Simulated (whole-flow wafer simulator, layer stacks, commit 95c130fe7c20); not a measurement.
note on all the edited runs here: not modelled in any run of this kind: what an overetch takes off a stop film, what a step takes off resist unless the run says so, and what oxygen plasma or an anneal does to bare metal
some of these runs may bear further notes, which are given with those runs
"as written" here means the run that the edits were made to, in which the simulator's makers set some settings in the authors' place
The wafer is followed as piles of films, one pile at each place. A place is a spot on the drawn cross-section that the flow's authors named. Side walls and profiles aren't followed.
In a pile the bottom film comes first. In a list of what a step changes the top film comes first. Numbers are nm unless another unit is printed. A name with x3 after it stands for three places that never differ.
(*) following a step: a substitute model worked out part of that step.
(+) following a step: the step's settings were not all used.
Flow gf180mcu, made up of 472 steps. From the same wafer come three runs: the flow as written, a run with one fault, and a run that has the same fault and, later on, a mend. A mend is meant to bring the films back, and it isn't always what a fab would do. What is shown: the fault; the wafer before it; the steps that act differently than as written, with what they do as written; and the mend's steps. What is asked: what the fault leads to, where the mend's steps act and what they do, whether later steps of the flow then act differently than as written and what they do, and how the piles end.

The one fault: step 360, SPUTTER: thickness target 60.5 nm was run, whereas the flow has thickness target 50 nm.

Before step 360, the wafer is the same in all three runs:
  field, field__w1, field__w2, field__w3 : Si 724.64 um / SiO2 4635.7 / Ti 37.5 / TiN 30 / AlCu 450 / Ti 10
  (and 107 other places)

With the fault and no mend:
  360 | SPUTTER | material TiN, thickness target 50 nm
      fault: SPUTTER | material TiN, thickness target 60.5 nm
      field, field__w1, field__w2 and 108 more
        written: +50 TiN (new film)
        fault: +60.5 TiN (new film)
  Later steps of the flow acting differently than as written (6 other steps are not shown; they differ only slightly, by no more than 2% or 0.5 nm, whichever is larger):
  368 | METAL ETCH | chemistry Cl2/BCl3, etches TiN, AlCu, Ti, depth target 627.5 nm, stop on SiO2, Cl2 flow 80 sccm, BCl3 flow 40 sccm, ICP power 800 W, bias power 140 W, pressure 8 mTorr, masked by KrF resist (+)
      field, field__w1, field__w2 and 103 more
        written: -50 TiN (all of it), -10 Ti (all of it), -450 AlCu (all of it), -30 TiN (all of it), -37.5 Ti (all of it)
        fault: -60.5 TiN (all of it), -10 Ti (all of it), -450 AlCu (all of it), -30 TiN (all of it), -37.5 Ti (all of it)
  At field__w8, contact, m1, m1__w1, m1_nw, the piles at the end differ from the flow's by more than 2% or 0.5 nm, whichever is larger.
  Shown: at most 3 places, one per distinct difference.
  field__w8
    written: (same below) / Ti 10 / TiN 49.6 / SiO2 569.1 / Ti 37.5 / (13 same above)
    fault: (same below) / Ti 10 / TiN 60.1 / SiO2 558.6 / Ti 37.5 / (13 same above)
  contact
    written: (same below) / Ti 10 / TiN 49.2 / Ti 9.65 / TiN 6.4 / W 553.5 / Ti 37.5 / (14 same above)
    fault: (same below) / Ti 10 / TiN 59.7 / Ti 9.71 / TiN 6.44 / W 542.9 / Ti 37.5 / (14 same above)

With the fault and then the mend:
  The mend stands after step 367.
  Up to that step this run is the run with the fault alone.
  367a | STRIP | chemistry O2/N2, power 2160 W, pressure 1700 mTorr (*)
      field__w8, contact, m1, m1__w1, m1_nw
        -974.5 KrF resist (all of it)
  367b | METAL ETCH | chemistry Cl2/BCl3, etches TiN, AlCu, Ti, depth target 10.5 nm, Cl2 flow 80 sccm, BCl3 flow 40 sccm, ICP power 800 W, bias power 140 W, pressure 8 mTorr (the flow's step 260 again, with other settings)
      field, field__w1, field__w2 and 108 more
        -10.5 TiN
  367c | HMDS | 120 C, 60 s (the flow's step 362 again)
      does not change any film at any place that is followed
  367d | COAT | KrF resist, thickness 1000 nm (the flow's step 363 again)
      field, field__w1, field__w2 and 108 more
        +1000 KrF resist (new film)
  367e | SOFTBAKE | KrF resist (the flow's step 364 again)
      does not change any film at any place that is followed
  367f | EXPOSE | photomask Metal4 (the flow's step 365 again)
      does not change any film at any place that is followed
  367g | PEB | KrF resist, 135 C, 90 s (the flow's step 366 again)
      field, field__w1, field__w2 and 108 more
        -10.5 KrF resist
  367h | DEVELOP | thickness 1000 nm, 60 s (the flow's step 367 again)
      field, field__w1, field__w2 and 103 more
        -989.5 KrF resist (all of it)
      field__w8, contact, m1, m1__w1, m1_nw
        -14.9 KrF resist
  Every later step of the flow that is run acts as written at every place that is followed.
  By the end, the piles equal the flow's at every place that both follow.
